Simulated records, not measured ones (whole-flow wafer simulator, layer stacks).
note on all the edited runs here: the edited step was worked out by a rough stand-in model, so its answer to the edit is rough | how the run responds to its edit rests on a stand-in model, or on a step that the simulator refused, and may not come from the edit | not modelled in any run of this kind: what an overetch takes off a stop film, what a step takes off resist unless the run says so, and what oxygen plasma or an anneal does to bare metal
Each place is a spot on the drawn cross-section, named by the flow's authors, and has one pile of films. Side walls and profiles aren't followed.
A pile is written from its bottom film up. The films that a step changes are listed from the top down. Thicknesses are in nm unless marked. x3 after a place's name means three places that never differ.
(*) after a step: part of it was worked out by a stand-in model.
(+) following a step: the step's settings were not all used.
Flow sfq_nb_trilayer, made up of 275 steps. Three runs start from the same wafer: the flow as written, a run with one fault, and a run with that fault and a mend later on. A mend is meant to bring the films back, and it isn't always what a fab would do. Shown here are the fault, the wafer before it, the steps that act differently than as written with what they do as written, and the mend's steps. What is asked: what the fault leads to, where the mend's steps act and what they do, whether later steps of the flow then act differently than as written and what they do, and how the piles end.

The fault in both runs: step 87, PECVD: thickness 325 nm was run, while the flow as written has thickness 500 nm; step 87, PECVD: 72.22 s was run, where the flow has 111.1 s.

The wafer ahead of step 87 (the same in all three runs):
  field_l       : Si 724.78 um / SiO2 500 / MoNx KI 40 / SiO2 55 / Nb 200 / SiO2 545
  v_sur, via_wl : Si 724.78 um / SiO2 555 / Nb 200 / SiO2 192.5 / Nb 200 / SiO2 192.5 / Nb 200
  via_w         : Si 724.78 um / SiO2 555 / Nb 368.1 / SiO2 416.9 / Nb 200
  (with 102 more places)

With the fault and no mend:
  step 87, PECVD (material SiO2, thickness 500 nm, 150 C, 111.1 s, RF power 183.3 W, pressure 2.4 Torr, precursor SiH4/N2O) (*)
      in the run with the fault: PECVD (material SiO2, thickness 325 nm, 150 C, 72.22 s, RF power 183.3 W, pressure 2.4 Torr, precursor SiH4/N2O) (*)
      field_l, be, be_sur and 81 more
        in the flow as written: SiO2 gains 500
        in the run with the fault: SiO2 gains 325
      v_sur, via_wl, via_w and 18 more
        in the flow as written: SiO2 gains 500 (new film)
        in the run with the fault: SiO2 gains 325 (new film)
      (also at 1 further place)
  Later steps of the flow acting differently than as written (14 other steps are not shown; they differ only slightly, by no more than 2% or 0.5 nm, whichever is larger):
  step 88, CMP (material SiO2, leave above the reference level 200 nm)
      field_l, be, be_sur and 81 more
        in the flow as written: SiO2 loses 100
        in the run with the fault: nothing
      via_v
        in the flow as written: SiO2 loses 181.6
        in the run with the fault: nothing
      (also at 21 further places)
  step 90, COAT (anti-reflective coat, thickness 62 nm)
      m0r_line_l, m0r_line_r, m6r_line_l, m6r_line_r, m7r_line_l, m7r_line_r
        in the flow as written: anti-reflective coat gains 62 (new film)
        in the run with the fault: anti-reflective coat gains 63.6 (new film)
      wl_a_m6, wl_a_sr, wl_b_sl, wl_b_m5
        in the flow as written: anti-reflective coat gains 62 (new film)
        in the run with the fault: anti-reflective coat gains 60.2 (new film)
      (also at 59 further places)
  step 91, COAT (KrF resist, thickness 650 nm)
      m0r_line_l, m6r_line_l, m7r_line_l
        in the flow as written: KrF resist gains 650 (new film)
        in the run with the fault: KrF resist gains 664.7 (new film)
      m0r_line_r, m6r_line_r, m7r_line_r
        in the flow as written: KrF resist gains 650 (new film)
        in the run with the fault: KrF resist gains 664.6 (new film)
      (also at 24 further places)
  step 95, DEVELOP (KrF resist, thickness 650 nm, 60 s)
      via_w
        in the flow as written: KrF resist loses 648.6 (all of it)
        in the run with the fault: KrF resist loses 621.1 (all of it)
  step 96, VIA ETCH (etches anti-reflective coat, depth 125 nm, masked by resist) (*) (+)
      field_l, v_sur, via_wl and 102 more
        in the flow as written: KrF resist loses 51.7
        in the run with the fault: KrF resist loses 46.5
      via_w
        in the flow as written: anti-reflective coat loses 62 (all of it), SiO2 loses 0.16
        in the run with the fault: anti-reflective coat loses 55.8 (all of it), SiO2 loses 0.14
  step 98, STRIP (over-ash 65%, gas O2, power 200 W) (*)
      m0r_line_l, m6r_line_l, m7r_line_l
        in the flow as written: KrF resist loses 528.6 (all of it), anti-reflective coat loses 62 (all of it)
        in the run with the fault: KrF resist loses 548.4 (all of it), anti-reflective coat loses 63.6 (all of it)
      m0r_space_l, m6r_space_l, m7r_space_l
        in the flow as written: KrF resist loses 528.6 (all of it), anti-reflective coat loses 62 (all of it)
        in the run with the fault: KrF resist loses 542.1 (all of it), anti-reflective coat loses 72.8 (all of it)
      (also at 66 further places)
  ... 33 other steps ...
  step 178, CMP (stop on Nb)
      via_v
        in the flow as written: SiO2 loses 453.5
        in the run with the fault: SiO2 loses 340.8
  By the end, the piles at via_v, p4_w1, p4_w2 and 7 more depart from the flow's by more than 2% or 0.5 nm, whichever is larger.
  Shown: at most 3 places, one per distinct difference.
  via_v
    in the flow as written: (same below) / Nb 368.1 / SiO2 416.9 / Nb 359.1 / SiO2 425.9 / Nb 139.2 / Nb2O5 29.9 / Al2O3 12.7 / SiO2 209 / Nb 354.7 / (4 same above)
    in the run with the fault: (same below) / Nb 368.1 / SiO2 269.9 / Nb 176.9 / SiO2 102.5 / Nb 90.1 / SiO2 344 / Nb 104.3 / Nb2O5 36.3 / Al2O3 9.16 / SiO2 459.7 / Nb 354.7 / (4 same above)
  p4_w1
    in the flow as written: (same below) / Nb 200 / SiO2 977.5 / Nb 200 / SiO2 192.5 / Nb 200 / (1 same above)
    in the run with the fault: (same below) / Nb 200 / SiO2 902.5 / Nb 200 / SiO2 267.5 / Nb 200 / (1 same above)

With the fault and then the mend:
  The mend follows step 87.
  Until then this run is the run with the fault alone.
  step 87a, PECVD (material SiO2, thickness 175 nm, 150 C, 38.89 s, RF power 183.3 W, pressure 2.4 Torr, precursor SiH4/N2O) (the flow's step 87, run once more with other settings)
      field_l, v_sur, via_wl and 102 more
        SiO2 gains 175
      via_v
        SiO2 gains 156
  Later steps of the flow acting differently than as written:
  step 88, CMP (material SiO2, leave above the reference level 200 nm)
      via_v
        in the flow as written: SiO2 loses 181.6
        in the run with the mend: SiO2 loses 8.99
  By the end, the piles equal the flow's at every place that both follow.
